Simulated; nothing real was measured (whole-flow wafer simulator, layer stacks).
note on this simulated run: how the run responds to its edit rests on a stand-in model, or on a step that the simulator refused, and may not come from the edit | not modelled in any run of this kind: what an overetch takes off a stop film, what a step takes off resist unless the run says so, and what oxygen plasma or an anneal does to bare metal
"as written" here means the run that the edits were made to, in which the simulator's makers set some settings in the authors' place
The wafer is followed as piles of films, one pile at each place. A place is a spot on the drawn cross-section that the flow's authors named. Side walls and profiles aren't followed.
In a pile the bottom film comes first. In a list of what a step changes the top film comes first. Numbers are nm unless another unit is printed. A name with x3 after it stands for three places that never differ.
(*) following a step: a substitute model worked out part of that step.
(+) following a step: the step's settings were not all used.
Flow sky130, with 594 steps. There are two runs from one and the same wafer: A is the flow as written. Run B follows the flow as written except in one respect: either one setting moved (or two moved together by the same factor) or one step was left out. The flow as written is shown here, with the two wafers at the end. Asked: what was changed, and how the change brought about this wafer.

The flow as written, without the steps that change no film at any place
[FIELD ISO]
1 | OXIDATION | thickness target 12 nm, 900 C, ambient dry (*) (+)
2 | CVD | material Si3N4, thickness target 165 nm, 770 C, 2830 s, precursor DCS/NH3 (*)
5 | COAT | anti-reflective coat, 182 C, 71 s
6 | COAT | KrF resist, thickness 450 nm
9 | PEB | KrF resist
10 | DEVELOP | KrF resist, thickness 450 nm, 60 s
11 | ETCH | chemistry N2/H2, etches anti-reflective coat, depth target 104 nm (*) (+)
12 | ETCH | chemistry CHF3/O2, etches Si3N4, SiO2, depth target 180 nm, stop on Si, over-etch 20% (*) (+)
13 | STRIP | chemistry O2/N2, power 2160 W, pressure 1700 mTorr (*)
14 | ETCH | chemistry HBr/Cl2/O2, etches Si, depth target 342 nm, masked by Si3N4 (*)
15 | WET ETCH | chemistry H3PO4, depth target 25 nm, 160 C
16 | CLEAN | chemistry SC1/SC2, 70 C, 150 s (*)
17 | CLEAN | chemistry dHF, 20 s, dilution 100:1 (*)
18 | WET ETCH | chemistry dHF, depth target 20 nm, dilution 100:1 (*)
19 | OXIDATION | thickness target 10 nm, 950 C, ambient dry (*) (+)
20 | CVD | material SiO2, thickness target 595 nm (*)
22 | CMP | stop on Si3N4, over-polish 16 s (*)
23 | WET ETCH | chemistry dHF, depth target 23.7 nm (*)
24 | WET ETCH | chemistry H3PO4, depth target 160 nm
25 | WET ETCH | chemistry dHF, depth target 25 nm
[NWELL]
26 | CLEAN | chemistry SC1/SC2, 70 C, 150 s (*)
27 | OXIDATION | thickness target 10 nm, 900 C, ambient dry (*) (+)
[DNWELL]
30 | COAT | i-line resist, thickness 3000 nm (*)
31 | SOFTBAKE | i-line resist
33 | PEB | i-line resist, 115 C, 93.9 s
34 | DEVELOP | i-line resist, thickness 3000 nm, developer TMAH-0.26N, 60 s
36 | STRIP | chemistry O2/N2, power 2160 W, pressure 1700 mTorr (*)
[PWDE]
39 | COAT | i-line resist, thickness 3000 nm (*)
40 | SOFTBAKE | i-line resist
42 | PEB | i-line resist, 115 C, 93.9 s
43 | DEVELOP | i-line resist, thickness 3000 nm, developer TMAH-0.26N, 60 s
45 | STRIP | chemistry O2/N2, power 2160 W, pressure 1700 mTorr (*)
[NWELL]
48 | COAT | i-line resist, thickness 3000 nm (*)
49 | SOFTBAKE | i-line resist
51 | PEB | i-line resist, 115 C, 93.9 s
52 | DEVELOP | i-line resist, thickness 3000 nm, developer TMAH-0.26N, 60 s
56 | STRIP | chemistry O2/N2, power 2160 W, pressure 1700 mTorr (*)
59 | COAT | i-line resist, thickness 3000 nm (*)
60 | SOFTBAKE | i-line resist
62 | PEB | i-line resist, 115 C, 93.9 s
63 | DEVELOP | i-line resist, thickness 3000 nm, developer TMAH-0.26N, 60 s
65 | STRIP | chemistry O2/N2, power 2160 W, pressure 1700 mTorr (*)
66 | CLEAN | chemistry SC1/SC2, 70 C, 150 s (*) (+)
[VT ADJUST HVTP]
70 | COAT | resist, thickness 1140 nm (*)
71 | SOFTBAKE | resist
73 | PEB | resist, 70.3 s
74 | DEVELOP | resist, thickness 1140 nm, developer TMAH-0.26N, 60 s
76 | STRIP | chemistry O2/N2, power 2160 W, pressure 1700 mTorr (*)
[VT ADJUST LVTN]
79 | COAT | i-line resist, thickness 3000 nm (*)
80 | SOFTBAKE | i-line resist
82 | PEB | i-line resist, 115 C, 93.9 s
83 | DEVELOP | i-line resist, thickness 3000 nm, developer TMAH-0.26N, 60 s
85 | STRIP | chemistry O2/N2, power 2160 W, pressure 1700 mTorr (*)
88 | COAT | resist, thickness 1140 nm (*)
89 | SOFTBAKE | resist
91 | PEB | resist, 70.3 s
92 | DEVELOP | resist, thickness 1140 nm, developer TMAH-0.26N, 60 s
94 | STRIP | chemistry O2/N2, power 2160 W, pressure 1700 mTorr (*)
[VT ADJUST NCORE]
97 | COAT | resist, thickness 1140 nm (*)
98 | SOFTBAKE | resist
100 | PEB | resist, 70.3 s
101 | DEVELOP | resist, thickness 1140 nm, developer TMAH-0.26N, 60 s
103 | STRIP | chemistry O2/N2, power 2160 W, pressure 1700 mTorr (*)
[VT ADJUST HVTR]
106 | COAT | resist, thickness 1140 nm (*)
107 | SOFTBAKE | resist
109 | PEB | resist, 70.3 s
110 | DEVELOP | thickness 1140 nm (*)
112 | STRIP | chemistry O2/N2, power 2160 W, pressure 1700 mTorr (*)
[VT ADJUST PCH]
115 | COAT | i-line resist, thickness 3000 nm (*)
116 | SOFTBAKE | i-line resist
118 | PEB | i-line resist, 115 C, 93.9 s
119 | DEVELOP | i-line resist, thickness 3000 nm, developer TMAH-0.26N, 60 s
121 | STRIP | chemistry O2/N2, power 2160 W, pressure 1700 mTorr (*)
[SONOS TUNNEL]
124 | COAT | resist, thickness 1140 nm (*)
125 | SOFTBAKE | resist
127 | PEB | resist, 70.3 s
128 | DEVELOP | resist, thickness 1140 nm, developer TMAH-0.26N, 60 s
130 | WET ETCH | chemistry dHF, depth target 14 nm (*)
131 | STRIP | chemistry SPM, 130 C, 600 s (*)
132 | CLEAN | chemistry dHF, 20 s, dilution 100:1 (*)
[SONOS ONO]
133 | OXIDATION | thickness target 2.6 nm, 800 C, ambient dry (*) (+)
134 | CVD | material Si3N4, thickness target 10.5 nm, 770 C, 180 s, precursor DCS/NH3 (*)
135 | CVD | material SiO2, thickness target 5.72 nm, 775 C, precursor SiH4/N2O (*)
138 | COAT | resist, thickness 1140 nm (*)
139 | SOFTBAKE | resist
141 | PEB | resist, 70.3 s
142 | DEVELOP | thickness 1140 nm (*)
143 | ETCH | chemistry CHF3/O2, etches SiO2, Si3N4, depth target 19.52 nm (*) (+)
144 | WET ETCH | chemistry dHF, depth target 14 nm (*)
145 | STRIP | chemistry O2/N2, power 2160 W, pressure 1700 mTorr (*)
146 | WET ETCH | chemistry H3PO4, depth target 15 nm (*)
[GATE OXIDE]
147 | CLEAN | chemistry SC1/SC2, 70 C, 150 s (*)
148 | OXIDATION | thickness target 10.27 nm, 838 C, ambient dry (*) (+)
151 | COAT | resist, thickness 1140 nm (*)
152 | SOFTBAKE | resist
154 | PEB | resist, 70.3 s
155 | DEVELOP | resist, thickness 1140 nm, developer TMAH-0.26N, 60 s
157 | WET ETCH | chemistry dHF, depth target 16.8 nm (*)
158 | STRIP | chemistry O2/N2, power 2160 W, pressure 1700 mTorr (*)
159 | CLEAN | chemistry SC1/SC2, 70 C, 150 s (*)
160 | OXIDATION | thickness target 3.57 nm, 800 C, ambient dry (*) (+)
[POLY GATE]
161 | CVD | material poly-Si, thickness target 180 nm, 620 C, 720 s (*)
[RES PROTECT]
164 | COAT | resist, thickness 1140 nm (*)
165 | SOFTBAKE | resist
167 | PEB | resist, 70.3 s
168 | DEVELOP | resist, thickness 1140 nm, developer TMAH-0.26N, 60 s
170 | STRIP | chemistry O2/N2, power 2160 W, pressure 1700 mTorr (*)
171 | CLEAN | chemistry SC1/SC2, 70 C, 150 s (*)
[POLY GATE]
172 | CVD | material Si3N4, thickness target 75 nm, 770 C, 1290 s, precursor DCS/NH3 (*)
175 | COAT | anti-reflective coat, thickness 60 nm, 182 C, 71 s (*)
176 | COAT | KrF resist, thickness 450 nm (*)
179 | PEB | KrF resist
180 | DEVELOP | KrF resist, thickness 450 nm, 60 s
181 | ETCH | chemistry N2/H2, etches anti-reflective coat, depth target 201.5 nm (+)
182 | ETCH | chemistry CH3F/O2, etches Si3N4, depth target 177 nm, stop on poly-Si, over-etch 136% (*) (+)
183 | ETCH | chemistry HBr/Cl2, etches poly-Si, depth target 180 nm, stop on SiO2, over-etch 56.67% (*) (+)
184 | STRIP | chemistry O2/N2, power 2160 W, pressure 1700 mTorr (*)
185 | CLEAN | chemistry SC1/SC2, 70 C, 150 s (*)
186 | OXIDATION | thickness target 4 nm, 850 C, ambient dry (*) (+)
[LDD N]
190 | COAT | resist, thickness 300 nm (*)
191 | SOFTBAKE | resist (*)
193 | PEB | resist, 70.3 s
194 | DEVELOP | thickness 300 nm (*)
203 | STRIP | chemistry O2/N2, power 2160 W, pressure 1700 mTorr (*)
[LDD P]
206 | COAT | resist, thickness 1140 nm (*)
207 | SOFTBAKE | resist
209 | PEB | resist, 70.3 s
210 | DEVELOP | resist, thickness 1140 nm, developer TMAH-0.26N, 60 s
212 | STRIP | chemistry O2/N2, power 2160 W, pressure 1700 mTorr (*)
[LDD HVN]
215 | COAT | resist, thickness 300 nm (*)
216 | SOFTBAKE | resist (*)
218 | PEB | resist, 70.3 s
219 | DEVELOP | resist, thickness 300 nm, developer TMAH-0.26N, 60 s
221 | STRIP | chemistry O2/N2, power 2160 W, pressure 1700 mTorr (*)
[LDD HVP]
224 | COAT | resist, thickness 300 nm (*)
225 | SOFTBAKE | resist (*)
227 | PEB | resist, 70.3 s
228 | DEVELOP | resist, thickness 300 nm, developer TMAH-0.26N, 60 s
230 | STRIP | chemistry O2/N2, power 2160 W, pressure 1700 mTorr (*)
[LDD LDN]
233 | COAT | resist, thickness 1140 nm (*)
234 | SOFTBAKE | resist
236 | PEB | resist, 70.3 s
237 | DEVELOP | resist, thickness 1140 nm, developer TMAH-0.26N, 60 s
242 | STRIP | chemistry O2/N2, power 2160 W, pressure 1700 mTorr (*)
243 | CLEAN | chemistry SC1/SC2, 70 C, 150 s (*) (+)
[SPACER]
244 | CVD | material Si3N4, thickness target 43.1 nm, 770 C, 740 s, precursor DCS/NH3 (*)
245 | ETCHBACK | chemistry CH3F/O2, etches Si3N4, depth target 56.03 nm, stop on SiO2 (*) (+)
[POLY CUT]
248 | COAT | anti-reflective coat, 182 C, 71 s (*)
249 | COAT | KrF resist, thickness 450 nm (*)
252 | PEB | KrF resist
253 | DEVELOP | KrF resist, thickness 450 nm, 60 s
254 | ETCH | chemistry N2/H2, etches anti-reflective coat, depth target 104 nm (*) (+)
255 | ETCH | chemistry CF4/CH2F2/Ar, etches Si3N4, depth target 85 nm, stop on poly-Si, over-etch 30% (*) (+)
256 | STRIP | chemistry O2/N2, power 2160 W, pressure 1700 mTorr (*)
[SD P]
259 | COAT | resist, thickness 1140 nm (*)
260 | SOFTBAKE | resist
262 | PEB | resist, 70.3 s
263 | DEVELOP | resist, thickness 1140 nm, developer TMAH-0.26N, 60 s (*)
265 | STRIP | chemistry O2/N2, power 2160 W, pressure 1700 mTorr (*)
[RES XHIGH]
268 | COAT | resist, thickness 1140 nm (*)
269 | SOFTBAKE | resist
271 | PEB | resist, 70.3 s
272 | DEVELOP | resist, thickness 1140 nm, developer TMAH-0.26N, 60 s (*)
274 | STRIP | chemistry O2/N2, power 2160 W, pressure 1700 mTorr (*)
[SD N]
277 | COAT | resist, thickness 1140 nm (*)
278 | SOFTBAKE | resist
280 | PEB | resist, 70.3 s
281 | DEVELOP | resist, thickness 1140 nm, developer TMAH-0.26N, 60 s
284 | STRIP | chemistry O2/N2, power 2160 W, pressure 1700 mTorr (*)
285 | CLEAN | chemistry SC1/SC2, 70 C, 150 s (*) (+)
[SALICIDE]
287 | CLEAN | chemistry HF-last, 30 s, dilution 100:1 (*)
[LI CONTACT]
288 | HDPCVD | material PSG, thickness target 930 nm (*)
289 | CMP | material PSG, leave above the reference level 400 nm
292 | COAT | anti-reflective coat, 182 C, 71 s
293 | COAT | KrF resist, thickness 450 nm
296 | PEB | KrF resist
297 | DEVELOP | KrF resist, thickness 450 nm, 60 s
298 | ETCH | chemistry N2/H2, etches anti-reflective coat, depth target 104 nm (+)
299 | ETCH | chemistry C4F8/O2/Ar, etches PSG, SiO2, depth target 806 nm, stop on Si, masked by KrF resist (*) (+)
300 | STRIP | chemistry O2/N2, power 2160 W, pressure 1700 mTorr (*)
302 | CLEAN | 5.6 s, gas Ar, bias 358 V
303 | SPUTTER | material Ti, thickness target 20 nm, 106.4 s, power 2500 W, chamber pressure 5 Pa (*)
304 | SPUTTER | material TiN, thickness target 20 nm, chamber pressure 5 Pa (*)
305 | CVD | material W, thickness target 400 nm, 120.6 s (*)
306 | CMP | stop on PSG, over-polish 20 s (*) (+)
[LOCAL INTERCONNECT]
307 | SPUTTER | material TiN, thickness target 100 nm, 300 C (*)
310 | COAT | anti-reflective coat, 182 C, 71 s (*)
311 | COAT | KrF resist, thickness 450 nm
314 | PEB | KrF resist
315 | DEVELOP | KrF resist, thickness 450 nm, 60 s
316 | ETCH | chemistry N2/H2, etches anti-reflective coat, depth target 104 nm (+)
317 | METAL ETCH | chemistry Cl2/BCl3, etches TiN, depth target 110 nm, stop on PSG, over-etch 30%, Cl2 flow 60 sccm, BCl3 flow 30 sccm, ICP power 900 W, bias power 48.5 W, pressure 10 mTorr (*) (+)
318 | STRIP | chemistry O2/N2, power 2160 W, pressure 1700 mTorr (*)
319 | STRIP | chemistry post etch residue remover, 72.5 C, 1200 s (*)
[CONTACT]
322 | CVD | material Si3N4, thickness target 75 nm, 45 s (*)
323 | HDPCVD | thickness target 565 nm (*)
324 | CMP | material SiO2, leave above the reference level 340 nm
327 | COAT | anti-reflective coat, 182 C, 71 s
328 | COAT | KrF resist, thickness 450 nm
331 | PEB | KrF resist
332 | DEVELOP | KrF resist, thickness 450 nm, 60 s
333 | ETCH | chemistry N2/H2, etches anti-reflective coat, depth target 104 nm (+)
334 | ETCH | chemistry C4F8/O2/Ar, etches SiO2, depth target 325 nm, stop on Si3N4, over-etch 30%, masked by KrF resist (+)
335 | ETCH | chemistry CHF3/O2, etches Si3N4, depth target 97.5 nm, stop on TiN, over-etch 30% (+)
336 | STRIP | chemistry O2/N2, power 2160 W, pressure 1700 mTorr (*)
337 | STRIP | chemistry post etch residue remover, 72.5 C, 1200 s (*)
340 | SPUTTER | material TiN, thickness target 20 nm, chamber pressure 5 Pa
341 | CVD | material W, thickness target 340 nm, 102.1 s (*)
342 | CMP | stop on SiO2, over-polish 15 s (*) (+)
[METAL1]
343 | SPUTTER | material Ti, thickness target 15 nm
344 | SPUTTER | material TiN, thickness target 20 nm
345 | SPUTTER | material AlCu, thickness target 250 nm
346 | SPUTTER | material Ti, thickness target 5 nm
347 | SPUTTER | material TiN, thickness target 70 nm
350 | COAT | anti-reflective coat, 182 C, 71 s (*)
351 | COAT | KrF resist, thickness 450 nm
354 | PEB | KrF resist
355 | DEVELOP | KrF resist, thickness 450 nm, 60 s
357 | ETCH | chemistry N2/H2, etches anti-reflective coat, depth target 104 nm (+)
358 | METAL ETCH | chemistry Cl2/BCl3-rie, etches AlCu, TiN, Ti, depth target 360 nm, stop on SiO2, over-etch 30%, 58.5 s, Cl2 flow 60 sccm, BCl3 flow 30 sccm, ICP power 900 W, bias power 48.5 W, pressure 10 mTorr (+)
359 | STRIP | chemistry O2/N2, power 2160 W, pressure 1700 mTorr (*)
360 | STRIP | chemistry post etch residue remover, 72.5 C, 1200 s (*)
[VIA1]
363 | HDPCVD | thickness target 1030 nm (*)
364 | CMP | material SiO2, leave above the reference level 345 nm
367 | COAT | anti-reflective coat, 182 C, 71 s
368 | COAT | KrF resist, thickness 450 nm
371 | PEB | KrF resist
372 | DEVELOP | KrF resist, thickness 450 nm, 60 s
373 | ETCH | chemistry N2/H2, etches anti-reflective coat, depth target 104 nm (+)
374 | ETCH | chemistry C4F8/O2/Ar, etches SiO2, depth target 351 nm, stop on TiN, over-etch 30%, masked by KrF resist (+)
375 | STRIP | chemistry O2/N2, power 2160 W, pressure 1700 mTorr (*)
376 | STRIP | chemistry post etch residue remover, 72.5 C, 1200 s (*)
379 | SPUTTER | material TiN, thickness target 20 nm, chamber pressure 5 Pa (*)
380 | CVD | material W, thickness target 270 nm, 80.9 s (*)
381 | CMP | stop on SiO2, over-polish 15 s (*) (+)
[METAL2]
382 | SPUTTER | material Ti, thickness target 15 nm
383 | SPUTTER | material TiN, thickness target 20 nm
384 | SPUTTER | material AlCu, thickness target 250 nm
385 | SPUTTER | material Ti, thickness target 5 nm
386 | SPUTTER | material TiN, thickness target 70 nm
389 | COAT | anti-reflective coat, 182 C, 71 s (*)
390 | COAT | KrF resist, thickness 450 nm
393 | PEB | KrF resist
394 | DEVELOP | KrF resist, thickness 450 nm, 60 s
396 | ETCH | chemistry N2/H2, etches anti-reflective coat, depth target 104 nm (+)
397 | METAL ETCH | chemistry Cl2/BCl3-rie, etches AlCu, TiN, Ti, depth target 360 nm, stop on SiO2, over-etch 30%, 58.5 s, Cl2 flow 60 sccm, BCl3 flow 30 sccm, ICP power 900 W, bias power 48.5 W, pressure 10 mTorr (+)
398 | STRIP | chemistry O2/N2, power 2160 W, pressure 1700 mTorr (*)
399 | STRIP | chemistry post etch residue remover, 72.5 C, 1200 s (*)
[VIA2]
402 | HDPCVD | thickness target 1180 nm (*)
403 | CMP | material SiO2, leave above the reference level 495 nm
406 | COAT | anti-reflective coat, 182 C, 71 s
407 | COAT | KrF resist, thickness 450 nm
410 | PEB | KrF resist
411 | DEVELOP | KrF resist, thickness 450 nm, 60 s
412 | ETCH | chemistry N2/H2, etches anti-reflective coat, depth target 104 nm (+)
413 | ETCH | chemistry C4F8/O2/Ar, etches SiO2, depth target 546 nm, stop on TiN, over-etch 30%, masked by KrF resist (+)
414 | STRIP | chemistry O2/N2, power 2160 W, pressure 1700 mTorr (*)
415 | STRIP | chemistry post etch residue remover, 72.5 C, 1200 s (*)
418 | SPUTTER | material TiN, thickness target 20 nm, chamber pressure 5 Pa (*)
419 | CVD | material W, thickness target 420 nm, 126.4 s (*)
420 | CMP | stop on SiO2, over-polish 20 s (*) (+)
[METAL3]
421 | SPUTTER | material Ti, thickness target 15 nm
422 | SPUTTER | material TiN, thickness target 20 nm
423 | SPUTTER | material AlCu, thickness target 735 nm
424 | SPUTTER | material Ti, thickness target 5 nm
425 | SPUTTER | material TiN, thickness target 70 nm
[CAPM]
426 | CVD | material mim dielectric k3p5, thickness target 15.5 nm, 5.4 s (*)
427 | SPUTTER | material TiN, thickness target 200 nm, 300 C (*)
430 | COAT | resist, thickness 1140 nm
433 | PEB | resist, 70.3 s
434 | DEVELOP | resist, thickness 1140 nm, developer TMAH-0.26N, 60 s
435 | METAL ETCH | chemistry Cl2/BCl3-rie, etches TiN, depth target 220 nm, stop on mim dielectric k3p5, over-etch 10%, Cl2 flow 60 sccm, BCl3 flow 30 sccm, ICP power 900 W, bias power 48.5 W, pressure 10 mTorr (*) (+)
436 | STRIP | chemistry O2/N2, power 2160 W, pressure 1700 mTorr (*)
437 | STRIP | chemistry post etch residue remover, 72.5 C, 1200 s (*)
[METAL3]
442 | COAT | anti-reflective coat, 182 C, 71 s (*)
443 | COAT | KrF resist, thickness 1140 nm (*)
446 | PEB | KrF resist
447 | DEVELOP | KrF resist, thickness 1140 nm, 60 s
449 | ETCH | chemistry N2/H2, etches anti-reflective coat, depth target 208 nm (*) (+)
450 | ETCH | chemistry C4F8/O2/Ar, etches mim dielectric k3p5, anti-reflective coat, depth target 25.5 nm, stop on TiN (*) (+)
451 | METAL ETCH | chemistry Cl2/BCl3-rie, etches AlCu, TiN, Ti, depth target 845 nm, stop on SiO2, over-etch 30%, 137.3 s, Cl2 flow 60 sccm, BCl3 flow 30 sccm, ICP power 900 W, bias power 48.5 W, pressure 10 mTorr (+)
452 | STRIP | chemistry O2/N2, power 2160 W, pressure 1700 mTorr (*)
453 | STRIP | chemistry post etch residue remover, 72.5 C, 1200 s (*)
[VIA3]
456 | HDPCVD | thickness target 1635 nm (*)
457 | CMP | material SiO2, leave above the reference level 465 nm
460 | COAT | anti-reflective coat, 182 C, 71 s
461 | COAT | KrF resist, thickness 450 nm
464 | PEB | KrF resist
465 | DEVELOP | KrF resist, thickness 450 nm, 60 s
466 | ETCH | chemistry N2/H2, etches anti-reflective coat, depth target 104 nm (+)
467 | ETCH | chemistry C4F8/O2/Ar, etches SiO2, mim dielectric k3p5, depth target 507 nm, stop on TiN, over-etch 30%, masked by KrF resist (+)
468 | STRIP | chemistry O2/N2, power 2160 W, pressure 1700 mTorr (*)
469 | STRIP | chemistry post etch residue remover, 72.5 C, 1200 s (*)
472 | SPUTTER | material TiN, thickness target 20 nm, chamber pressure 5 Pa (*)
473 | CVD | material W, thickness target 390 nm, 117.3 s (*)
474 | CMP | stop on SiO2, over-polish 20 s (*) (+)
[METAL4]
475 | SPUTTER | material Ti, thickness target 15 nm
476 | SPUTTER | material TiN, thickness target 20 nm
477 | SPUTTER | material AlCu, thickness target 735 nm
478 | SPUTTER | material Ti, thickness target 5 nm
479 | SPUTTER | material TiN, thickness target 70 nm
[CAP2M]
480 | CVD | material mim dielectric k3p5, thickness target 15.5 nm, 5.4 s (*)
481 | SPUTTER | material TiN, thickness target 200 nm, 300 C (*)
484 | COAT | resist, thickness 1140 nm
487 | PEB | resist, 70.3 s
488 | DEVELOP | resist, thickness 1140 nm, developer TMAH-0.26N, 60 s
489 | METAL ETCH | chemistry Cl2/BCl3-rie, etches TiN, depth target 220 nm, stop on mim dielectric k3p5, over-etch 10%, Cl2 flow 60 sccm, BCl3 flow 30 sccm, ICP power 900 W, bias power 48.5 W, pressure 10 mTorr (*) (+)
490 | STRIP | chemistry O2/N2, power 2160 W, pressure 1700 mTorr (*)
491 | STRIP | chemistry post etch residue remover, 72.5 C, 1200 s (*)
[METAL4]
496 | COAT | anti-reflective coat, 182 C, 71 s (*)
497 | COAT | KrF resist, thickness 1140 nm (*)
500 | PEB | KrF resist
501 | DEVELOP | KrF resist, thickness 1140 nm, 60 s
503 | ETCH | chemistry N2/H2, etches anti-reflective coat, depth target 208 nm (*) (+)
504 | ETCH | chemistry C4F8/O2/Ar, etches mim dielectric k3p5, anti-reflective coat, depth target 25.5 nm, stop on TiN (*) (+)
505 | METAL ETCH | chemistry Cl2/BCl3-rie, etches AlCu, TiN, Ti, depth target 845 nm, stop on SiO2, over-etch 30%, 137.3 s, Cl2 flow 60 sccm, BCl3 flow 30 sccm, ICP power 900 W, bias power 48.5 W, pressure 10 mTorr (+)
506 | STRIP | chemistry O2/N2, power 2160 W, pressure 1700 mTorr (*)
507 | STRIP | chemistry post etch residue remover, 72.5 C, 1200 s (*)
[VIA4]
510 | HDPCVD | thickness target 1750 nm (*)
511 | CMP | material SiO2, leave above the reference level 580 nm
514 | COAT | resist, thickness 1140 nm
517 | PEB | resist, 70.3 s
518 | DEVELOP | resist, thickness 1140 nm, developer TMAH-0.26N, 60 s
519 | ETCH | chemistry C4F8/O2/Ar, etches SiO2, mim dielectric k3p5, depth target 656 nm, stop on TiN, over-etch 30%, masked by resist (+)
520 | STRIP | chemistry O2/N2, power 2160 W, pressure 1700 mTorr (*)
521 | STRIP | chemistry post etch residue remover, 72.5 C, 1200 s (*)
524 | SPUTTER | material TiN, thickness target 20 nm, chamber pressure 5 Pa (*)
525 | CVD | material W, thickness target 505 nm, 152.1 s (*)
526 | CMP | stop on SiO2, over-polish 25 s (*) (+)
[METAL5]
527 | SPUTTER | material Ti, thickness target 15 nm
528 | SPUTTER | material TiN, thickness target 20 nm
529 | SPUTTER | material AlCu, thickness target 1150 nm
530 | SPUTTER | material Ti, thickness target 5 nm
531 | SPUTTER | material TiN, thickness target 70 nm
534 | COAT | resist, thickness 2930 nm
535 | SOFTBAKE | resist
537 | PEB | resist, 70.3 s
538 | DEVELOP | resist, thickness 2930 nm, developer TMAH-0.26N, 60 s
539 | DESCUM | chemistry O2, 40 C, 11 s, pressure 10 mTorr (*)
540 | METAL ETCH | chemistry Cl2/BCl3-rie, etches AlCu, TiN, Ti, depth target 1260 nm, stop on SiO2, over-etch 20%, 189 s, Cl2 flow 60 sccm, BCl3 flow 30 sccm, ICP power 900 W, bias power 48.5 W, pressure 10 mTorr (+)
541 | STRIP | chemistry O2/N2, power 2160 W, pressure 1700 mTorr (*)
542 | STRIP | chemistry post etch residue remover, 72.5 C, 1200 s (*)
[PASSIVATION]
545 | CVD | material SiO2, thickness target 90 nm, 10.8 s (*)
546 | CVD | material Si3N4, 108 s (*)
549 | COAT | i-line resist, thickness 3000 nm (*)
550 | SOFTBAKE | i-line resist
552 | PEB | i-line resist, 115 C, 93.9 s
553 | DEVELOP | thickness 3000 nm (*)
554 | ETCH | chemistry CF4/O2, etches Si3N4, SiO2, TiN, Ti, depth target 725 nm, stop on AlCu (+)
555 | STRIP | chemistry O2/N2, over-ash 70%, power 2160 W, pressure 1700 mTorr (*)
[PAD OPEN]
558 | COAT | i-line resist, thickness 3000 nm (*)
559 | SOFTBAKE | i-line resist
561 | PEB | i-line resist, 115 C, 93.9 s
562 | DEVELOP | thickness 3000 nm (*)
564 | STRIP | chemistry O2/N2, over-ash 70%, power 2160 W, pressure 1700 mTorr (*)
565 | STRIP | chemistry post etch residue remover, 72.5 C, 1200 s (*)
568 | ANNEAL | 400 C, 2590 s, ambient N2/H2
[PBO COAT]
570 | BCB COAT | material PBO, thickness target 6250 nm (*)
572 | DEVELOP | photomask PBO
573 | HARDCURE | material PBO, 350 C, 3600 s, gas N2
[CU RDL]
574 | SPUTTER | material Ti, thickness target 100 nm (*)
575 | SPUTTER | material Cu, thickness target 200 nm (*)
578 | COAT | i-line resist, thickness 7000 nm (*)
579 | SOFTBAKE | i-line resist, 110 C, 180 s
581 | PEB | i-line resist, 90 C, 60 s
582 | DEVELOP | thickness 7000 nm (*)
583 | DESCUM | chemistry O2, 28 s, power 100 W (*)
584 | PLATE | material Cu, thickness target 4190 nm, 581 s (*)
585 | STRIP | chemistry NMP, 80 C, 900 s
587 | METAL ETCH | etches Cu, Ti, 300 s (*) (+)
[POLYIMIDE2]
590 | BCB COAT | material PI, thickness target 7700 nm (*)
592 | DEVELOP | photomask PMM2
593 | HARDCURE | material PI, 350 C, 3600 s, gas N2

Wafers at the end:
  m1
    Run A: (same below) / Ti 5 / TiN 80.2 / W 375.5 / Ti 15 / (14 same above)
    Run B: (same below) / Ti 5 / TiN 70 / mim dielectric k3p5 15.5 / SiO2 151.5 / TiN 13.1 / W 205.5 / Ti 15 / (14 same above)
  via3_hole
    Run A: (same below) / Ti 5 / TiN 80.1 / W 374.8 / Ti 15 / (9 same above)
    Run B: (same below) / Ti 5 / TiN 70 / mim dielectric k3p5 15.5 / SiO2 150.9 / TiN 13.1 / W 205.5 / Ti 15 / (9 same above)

The reason: step 467, ETCH: depth target 223 nm was run, whereas the flow has depth target 507 nm.

The path from the change to this, step by step:
  467 | ETCH | chemistry C4F8/O2/Ar, etches SiO2, mim dielectric k3p5, depth target 507 nm, stop on TiN, over-etch 30%, masked by KrF resist (+)
      m1: A SiO2 loses 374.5 (all of it), mim dielectric k3p5 loses 15.5 (all of it) | B SiO2 loses 223
      via3_hole: A SiO2 loses 373.9 (all of it), mim dielectric k3p5 loses 15.5 (all of it) | B SiO2 loses 223
      (as well as at 190 more places)
  468 | STRIP | chemistry O2/N2, power 2160 W, pressure 1700 mTorr (*)
      field, active, n_well and 187 more: A KrF resist loses 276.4 (all of it), anti-reflective coat loses 80 (all of it) | B KrF resist loses 333.2 (all of it), anti-reflective coat loses 80 (all of it)
  472 | SPUTTER | material TiN, thickness target 20 nm, chamber pressure 5 Pa (*)
      m1, via3_hole: A TiN gains 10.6 | B TiN gains 13.1 (new film)
  473 | CVD | material W, thickness target 390 nm, 117.3 s (*)
      m1: A W gains 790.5 (new film) | B W gains 620.5 (new film)
      via3_hole: A W gains 789.9 (new film) | B W gains 620.5 (new film)
With metal films that touch counted as one body, m1 has 3 bodies (between them, from the top down: SiO2 151.5 / mim dielectric k3p5 15.5; SiO2 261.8 / Si3N4 75); the flow as written gives 2 bodies (between them, from the top down: SiO2 261.8 / Si3N4 75).
With metal films that touch counted as one body, via3_hole has 2 bodies (between them, from the top down: SiO2 150.9 / mim dielectric k3p5 15.5); the flow as written gives 1 body.
